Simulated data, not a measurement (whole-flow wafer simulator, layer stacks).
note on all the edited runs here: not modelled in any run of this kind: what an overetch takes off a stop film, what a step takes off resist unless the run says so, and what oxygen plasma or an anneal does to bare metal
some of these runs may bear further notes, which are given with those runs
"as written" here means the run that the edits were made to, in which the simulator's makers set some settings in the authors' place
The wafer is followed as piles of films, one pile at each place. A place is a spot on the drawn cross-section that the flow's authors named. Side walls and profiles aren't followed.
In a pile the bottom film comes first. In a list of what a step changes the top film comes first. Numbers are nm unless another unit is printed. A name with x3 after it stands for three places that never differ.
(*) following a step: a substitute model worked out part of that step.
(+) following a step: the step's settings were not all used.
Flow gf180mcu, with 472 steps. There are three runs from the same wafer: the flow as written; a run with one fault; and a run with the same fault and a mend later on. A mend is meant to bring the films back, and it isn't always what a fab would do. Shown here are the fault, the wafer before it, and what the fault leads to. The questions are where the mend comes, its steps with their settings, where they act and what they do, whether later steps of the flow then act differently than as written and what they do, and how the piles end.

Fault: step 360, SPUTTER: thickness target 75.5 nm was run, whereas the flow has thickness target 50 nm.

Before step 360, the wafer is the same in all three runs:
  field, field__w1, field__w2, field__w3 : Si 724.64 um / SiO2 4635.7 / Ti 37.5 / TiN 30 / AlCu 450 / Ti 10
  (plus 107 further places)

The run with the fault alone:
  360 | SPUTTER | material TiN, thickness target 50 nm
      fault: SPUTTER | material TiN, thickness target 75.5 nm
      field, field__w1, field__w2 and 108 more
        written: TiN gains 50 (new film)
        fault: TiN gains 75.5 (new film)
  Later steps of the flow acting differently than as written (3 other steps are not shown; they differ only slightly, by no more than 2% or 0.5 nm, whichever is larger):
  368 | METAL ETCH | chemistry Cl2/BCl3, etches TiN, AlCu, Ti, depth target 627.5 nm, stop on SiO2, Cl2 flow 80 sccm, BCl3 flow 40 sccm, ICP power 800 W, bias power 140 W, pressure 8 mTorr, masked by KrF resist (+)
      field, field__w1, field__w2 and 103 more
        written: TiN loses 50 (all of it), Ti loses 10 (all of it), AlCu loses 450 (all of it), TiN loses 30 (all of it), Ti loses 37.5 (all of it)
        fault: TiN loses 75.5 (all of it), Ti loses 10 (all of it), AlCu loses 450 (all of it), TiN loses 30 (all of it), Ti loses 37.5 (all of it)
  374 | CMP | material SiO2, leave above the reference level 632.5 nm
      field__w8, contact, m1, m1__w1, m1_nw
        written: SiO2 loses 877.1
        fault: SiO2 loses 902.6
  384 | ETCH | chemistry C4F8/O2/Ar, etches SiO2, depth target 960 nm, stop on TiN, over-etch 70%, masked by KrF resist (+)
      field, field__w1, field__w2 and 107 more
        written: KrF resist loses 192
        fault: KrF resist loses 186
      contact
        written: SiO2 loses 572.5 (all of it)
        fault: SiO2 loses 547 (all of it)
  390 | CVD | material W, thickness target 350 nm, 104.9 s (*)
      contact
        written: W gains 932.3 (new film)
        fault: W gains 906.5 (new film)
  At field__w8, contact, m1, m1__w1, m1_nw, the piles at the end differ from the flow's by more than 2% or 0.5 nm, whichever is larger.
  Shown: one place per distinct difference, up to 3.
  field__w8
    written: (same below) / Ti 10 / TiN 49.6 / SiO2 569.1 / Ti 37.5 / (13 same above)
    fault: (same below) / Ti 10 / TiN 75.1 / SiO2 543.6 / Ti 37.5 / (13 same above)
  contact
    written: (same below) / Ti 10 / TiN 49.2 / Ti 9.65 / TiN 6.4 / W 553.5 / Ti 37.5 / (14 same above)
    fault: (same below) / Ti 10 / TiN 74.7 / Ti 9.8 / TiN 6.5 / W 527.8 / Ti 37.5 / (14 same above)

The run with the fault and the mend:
  The mend follows step 360.
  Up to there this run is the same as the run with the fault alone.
  360a | METAL ETCH | chemistry Cl2/BCl3, etches TiN, AlCu, Ti, depth target 25.5 nm, Cl2 flow 80 sccm, BCl3 flow 40 sccm, ICP power 800 W, bias power 140 W, pressure 8 mTorr (the flow's step 260, run once more with other settings)
      field, field__w1, field__w2 and 108 more
        TiN loses 25.5
  None of the later steps of the flow acts differently than as written at any place that is followed.
  At every place that both follow, the piles at the end match the flow's.
